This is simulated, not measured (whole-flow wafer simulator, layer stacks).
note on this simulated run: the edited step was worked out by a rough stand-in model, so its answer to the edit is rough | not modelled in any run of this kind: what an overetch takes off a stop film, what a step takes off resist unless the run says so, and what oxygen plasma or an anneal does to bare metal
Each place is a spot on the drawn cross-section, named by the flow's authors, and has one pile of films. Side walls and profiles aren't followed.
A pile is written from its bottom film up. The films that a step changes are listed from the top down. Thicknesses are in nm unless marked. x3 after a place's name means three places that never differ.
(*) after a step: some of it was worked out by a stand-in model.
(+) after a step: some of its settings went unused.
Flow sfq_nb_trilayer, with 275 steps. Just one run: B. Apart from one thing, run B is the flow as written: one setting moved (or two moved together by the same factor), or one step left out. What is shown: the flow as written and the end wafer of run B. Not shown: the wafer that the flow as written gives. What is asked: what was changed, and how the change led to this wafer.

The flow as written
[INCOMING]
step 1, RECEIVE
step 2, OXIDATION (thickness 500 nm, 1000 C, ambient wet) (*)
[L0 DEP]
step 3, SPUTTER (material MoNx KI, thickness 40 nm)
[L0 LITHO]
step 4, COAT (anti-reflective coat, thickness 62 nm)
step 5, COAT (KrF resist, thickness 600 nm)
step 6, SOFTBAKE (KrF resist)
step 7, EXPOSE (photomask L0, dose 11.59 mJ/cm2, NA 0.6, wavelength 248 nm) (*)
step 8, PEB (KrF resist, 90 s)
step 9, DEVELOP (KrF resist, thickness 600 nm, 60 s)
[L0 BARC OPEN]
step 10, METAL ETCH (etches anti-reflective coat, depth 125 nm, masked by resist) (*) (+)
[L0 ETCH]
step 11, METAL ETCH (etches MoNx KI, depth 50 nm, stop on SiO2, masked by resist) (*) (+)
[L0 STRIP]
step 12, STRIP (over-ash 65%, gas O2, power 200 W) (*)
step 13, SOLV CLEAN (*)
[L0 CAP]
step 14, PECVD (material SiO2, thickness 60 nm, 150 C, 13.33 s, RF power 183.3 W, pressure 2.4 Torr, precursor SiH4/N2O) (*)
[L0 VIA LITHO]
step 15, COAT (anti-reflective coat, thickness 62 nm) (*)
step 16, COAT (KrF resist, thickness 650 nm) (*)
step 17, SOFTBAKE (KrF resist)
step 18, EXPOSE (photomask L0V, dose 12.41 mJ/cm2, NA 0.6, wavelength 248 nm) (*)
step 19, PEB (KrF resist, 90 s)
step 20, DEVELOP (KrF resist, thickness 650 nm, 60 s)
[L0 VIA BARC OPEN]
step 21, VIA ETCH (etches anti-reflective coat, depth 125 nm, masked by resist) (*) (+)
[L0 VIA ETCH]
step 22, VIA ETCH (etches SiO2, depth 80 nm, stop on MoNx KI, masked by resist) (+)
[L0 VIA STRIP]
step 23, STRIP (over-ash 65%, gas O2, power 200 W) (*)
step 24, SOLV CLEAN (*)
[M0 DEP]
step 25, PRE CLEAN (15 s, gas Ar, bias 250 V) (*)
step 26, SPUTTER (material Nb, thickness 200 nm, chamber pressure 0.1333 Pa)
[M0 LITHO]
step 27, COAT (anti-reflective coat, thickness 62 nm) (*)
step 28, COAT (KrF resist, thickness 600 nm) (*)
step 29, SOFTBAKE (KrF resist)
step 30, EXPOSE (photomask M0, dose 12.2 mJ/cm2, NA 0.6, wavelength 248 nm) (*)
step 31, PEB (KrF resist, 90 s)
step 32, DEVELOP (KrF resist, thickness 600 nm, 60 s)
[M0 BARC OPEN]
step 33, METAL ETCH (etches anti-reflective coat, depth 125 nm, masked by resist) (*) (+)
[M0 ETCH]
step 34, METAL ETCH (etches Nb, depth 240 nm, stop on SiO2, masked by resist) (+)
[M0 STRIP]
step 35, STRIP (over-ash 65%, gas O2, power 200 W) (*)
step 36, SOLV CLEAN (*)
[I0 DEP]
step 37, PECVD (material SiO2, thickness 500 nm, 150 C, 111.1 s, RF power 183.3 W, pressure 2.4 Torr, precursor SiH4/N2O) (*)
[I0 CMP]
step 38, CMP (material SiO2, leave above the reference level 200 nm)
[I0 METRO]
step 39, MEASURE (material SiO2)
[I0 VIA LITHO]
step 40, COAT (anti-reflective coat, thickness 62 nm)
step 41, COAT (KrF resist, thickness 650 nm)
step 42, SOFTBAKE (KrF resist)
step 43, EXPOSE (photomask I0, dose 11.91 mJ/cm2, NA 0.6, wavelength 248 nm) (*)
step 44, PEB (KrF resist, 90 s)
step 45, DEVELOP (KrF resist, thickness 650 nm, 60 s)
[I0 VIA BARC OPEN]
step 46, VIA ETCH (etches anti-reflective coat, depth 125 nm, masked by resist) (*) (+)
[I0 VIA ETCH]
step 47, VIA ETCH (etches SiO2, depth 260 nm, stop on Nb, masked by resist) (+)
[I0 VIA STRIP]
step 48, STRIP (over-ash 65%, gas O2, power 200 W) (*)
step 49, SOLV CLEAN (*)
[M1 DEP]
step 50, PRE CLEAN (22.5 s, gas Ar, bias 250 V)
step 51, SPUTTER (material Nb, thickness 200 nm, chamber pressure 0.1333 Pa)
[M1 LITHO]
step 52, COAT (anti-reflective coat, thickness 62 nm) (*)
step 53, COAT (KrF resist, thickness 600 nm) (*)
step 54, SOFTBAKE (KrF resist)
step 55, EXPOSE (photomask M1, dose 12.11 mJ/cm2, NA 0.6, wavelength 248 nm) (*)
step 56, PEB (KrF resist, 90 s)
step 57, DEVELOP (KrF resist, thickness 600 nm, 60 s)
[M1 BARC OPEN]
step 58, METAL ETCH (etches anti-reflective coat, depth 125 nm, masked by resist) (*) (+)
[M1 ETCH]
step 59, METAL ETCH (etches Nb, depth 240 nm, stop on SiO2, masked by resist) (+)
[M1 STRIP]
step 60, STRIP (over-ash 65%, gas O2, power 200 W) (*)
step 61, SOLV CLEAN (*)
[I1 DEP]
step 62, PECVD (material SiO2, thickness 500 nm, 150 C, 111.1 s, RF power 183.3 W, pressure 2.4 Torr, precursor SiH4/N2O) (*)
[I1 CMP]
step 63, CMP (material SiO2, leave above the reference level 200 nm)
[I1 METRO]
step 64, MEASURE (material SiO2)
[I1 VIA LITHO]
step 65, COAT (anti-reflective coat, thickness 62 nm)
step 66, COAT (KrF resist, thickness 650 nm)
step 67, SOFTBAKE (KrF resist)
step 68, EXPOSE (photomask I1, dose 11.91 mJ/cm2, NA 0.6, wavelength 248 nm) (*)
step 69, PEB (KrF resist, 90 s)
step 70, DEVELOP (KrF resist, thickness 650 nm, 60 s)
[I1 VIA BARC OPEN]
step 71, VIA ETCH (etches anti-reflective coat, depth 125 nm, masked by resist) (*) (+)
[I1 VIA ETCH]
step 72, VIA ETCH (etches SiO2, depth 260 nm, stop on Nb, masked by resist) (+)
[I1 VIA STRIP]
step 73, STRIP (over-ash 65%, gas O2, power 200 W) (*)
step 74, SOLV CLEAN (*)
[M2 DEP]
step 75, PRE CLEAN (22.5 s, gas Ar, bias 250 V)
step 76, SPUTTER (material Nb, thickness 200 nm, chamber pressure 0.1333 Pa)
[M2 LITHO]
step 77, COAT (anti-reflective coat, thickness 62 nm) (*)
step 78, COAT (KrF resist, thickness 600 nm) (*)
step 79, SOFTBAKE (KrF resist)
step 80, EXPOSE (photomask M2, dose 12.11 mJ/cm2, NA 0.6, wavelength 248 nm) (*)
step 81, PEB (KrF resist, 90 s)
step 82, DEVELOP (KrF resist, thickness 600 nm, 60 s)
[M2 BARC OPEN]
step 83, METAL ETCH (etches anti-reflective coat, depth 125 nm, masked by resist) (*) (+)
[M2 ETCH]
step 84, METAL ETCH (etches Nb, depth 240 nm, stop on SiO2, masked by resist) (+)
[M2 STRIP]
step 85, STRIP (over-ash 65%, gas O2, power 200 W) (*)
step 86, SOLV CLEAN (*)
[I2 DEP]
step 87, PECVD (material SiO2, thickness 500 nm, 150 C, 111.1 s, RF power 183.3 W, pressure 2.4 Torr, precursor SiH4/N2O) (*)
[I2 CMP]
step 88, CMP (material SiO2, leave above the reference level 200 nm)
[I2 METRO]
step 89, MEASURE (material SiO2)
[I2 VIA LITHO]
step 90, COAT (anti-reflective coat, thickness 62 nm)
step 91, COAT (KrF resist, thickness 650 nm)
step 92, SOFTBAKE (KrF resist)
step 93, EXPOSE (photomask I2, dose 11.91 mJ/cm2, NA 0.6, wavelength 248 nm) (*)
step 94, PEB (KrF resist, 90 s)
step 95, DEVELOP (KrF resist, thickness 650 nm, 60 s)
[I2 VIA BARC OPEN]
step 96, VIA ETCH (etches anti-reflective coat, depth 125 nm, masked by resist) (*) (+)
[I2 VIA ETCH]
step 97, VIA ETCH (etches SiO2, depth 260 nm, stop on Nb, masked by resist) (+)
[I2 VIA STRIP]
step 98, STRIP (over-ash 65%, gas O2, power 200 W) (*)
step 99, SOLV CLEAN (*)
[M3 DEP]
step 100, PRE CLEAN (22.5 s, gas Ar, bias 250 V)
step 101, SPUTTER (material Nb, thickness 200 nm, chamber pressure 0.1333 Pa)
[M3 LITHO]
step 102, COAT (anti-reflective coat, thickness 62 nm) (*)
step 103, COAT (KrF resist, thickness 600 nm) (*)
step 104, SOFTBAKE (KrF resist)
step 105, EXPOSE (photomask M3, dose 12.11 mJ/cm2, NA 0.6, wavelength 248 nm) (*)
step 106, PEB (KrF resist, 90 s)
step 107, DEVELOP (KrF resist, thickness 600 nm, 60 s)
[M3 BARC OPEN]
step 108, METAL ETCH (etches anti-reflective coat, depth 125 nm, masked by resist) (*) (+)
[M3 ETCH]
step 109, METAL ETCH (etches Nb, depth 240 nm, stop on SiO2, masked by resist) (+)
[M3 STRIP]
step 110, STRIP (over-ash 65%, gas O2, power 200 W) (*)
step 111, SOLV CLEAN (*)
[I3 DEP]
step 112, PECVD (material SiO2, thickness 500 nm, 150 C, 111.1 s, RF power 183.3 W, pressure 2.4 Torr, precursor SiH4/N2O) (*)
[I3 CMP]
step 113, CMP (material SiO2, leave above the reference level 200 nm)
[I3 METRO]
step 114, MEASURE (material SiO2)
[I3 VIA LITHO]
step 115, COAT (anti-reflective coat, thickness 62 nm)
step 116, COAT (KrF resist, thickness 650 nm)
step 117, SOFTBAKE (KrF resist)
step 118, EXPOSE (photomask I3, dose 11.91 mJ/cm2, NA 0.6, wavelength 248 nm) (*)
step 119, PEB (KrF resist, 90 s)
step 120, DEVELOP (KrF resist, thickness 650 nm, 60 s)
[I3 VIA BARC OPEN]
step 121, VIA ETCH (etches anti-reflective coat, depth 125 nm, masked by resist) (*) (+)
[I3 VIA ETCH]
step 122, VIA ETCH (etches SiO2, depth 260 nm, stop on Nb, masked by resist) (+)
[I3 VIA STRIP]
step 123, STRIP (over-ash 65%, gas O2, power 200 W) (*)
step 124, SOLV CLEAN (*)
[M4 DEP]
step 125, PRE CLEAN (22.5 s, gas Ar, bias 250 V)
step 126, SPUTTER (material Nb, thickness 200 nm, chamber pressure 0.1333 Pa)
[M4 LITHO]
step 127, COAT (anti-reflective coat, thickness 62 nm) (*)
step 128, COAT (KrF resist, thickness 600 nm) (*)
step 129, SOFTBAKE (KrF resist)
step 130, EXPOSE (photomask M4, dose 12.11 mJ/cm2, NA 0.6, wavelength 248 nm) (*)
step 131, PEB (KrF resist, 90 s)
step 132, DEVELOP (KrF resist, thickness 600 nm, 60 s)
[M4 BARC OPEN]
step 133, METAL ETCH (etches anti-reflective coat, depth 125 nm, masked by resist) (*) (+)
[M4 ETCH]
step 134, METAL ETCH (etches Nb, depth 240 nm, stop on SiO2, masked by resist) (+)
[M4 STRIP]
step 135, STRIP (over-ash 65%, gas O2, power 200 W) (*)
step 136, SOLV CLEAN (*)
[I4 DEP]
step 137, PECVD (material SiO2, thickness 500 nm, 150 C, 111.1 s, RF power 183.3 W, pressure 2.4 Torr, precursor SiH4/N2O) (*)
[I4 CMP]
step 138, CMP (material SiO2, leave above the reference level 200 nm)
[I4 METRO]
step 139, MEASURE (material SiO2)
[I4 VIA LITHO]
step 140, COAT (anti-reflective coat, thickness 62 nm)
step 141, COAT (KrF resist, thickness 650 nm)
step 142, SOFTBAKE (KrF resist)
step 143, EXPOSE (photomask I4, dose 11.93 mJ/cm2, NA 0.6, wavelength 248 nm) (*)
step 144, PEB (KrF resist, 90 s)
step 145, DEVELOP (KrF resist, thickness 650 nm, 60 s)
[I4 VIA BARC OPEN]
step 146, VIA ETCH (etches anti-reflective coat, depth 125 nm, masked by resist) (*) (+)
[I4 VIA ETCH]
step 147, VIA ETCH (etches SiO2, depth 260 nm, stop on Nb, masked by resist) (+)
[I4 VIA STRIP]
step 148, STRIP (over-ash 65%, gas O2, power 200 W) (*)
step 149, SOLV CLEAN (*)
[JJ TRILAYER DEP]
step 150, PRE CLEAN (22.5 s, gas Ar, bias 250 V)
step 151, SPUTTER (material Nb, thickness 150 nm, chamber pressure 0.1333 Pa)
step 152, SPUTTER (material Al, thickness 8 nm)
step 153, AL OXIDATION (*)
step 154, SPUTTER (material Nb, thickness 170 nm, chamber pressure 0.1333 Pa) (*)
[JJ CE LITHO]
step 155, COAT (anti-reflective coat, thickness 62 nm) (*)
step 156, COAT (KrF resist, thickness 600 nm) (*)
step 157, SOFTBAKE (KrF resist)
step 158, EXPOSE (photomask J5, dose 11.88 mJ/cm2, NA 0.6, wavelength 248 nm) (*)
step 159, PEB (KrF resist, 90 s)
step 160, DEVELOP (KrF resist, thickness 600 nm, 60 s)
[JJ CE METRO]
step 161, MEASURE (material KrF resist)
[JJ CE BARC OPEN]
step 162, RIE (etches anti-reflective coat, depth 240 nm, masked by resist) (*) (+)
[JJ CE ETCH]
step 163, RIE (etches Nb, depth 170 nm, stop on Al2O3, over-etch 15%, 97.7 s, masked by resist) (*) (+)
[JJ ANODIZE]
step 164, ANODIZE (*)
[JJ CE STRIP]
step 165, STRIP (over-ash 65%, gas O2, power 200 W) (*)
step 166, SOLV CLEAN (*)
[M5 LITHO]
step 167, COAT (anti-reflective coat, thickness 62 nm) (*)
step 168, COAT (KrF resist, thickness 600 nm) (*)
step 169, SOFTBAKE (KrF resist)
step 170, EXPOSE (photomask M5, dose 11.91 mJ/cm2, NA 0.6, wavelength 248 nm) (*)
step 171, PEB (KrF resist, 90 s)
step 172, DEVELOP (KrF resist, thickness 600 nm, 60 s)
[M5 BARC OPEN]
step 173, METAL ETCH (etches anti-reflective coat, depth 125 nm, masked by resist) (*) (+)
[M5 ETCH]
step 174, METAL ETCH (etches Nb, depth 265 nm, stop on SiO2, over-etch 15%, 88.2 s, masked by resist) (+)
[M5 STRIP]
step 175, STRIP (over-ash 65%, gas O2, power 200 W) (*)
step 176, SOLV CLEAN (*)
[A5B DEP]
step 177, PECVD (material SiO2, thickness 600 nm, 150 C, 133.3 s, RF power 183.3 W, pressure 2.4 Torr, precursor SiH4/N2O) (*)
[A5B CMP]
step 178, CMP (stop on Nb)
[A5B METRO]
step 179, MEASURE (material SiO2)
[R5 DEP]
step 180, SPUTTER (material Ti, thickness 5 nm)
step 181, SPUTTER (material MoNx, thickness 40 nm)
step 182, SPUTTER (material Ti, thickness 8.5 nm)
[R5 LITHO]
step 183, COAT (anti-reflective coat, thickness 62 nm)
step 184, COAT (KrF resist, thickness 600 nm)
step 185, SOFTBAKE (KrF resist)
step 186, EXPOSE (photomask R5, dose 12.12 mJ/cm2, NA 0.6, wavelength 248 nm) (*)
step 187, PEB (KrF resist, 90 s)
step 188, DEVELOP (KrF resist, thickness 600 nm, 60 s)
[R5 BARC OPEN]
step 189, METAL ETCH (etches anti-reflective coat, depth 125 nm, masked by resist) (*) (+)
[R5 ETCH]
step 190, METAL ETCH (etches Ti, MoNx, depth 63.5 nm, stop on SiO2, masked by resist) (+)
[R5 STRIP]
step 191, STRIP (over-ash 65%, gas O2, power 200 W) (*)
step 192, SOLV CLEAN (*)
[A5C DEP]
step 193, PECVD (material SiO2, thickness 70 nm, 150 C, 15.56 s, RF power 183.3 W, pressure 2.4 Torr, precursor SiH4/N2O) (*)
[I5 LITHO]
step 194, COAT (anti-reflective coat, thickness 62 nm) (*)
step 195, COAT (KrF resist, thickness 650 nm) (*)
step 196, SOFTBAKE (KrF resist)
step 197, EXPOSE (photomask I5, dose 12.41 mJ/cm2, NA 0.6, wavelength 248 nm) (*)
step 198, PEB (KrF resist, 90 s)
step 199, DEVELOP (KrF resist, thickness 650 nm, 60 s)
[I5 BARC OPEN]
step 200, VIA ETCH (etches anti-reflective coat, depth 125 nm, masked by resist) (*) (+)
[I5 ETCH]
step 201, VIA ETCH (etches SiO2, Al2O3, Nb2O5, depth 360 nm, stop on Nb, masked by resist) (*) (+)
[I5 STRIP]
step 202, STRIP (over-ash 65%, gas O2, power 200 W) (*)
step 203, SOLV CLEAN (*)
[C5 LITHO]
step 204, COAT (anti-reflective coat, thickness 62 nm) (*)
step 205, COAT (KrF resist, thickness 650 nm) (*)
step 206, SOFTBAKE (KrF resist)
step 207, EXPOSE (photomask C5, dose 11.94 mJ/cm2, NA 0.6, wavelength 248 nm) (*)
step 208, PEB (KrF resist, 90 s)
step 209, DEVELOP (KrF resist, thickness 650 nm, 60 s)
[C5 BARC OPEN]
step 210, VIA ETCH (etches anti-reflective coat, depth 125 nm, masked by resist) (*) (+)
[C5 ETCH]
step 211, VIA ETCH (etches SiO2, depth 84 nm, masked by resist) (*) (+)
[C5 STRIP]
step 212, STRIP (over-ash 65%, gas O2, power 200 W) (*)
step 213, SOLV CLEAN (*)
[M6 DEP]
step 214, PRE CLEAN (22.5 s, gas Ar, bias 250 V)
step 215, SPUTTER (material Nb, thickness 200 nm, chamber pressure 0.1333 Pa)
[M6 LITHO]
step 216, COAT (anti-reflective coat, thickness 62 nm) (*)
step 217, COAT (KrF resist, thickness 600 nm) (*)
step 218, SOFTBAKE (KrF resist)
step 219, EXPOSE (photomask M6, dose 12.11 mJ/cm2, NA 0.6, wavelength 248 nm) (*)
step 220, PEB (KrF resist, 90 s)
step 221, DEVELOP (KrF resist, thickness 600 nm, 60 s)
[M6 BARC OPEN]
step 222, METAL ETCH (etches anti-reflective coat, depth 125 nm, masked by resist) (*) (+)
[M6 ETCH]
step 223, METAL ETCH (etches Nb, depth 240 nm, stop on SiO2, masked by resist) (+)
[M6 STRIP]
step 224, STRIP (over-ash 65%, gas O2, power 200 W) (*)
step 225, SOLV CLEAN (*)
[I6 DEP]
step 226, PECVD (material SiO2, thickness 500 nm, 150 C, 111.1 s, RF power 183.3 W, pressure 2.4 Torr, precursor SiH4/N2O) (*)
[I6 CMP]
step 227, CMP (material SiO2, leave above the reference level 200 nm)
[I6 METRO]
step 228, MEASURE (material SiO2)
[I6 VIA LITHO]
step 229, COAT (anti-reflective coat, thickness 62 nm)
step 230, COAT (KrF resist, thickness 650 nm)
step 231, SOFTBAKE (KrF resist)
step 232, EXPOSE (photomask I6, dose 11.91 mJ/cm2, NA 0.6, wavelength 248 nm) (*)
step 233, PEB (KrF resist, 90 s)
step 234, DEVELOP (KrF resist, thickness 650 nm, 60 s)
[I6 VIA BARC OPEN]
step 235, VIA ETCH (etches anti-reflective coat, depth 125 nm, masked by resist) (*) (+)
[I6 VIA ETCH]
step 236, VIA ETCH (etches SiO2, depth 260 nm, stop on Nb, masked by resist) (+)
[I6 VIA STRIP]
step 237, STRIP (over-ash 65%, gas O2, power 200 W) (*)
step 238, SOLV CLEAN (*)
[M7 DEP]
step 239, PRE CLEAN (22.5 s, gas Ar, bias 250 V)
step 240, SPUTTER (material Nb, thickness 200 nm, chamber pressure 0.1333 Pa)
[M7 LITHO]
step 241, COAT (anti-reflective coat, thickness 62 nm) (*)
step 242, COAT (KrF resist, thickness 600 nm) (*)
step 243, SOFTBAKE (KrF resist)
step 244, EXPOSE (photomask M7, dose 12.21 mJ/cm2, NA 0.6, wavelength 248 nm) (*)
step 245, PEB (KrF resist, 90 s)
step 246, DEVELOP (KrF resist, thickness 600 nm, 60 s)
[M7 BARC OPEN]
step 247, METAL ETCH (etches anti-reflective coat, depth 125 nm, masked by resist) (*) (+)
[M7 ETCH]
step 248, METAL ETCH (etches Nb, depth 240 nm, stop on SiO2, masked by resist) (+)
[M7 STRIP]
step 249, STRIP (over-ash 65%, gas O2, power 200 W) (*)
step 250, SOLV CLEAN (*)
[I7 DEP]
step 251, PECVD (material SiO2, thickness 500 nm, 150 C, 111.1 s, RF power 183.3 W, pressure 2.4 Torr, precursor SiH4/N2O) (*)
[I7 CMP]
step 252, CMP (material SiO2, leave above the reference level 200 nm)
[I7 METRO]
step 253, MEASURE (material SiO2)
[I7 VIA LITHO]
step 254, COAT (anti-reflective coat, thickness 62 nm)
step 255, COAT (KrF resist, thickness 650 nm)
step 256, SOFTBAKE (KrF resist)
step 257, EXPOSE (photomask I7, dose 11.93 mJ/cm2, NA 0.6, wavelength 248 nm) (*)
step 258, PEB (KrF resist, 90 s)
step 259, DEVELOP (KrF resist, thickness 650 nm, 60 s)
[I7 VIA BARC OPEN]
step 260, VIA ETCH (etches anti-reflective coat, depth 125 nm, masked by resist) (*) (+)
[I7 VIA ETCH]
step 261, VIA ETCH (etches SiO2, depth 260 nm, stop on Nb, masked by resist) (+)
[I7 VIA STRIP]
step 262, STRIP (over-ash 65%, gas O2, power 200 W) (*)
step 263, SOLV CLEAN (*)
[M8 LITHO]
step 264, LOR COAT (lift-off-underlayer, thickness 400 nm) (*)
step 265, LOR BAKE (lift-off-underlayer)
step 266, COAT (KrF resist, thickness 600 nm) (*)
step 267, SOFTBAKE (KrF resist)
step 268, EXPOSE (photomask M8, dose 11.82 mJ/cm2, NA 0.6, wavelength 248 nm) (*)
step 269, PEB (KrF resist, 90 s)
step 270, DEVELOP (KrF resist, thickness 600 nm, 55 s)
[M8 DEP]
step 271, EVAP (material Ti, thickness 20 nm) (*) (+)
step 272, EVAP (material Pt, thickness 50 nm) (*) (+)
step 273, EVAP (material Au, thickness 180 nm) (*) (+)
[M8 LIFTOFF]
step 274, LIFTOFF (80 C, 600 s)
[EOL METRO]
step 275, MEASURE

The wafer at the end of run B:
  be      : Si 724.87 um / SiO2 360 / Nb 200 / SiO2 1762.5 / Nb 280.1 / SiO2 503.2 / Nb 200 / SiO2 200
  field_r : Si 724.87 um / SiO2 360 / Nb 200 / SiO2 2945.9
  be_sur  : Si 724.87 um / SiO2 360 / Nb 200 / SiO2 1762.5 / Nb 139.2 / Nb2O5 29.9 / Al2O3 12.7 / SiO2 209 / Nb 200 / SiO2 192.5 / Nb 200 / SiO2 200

The reason: step 2, OXIDATION: thickness 305 nm was run, whereas the flow has thickness 500 nm.

The path from the change to this, step by step:
  step 2, OXIDATION (thickness 500 nm, 1000 C, ambient wet) (*)
      field_l, v_sur, via_wl and 103 more: SiO2 gains 305 (new film), chemical SiO2 loses 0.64 (all of it), Si loses 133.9 (as written it would have been: SiO2 gains 500 (new film), chemical SiO2 loses 0.64 (all of it), Si loses 219.7)
